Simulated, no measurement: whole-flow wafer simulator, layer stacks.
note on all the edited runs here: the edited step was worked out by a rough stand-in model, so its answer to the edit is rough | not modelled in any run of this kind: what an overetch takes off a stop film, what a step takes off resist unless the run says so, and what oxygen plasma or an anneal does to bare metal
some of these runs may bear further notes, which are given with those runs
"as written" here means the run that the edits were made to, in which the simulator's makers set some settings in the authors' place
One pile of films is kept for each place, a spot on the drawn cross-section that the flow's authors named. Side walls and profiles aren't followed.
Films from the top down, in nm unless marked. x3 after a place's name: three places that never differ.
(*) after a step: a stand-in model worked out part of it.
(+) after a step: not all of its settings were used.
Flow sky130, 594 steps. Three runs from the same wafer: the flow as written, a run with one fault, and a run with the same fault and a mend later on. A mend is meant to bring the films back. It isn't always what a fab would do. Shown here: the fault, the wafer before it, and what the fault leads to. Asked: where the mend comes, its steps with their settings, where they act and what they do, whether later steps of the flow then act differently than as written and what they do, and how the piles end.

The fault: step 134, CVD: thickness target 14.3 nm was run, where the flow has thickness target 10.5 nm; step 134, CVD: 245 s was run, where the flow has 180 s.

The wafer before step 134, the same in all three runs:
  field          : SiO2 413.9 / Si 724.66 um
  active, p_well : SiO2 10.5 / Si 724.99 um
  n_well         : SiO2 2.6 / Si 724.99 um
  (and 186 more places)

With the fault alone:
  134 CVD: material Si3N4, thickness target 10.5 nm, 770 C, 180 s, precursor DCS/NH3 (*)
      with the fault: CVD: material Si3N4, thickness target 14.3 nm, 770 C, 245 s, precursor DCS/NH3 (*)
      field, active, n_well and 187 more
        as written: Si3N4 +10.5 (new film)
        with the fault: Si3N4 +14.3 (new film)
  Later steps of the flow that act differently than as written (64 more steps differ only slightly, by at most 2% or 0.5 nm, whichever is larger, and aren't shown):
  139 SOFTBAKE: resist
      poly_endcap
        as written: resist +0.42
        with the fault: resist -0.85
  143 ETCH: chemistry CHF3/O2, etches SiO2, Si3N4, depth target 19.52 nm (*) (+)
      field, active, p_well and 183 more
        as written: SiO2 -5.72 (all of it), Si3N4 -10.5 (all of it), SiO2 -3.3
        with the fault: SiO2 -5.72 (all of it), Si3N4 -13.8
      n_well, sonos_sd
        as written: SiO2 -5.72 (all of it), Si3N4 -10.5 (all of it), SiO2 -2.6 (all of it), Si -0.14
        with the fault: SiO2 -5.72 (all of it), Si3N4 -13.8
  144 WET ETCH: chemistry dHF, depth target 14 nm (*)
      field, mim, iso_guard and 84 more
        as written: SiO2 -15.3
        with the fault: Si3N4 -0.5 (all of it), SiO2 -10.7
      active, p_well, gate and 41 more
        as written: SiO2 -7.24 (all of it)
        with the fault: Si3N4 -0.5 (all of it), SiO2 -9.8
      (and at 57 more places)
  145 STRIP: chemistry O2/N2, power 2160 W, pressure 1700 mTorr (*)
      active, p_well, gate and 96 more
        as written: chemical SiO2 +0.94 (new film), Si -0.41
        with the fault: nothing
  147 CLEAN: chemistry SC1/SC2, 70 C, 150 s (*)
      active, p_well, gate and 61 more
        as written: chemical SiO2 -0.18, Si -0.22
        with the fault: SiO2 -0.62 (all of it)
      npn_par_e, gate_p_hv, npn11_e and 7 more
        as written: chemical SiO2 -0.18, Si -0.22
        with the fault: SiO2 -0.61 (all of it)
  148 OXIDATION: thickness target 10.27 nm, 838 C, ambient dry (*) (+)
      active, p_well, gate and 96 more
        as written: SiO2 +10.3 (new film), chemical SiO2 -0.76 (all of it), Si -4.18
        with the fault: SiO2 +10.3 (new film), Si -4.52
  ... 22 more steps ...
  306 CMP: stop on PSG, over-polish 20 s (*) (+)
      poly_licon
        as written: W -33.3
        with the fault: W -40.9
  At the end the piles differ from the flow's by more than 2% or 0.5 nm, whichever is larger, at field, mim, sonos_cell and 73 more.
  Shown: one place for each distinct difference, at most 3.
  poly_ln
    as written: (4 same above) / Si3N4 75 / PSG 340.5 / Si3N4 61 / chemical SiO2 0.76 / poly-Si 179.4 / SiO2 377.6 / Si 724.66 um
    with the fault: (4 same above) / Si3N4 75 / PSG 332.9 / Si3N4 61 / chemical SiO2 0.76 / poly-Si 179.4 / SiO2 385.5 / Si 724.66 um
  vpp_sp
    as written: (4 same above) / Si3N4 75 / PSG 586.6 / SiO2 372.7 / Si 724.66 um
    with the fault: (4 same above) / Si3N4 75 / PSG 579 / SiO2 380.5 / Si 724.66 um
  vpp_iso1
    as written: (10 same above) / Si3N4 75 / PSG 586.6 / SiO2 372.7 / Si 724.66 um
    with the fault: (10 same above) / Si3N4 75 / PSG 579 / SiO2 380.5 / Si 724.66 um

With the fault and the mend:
  The mend comes after step 134.
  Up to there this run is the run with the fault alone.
  134a WET ETCH: chemistry H3PO4, depth target 3.8 nm, 160 C (the flow's step 15 once more, with other settings)
      field, active, n_well and 187 more
        Si3N4 -3.8
  No later step of the flow acts differently than as written, at any place that is followed, by more than 2% or 0.5 nm, whichever is larger.
  At the end the piles differ from the flow's only slightly at the places that both follow, by at most 2% or 0.5 nm, whichever is larger.
